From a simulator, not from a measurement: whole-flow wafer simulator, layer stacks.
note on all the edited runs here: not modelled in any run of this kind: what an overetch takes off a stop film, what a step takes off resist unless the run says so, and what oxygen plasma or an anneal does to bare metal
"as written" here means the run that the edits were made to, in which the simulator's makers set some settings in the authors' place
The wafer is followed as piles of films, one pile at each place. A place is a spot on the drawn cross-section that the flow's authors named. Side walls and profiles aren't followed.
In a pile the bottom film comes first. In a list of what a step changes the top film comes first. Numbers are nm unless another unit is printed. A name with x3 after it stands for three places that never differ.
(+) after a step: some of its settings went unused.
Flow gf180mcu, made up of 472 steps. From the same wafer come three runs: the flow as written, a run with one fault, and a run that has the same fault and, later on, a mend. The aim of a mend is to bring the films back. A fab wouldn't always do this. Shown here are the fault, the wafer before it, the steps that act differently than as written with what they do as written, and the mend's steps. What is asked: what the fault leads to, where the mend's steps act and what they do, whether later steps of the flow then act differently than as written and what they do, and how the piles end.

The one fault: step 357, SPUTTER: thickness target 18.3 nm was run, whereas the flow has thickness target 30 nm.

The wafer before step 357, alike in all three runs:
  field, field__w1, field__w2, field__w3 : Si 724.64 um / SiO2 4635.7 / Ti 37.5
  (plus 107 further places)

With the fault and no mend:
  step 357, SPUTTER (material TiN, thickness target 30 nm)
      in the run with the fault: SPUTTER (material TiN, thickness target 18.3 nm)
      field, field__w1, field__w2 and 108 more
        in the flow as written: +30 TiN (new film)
        in the run with the fault: +18.3 TiN (new film)
  Steps later in the flow that act otherwise than as written:
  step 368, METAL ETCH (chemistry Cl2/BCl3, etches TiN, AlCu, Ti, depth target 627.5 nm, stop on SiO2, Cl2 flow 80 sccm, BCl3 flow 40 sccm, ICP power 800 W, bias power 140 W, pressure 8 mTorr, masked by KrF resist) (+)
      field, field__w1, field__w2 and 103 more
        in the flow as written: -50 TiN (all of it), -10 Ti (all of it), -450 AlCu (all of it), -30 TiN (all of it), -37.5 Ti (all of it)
        in the run with the fault: -50 TiN (all of it), -10 Ti (all of it), -450 AlCu (all of it), -18.3 TiN (all of it), -37.5 Ti (all of it)
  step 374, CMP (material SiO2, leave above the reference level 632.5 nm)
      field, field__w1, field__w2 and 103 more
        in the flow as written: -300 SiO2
        in the run with the fault: -311.7 SiO2
  By the end, the piles at field__w8, contact, m1, m1__w1, m1_nw depart from the flow's by more than 2% or 0.5 nm, whichever is larger.
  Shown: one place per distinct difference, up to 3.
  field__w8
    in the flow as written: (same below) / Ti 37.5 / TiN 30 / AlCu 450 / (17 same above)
    in the run with the fault: (same below) / Ti 37.5 / TiN 18.3 / AlCu 450 / (17 same above)
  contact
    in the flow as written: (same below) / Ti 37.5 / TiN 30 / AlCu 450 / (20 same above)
    in the run with the fault: (same below) / Ti 37.5 / TiN 18.3 / AlCu 450 / (20 same above)

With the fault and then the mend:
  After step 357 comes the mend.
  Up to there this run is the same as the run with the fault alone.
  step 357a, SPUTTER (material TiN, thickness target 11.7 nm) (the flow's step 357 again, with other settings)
      field, field__w1, field__w2 and 108 more
        +11.7 TiN
  None of the later steps of the flow acts differently than as written at any place that is followed.
  At every place that both follow, the piles at the end match the flow's.
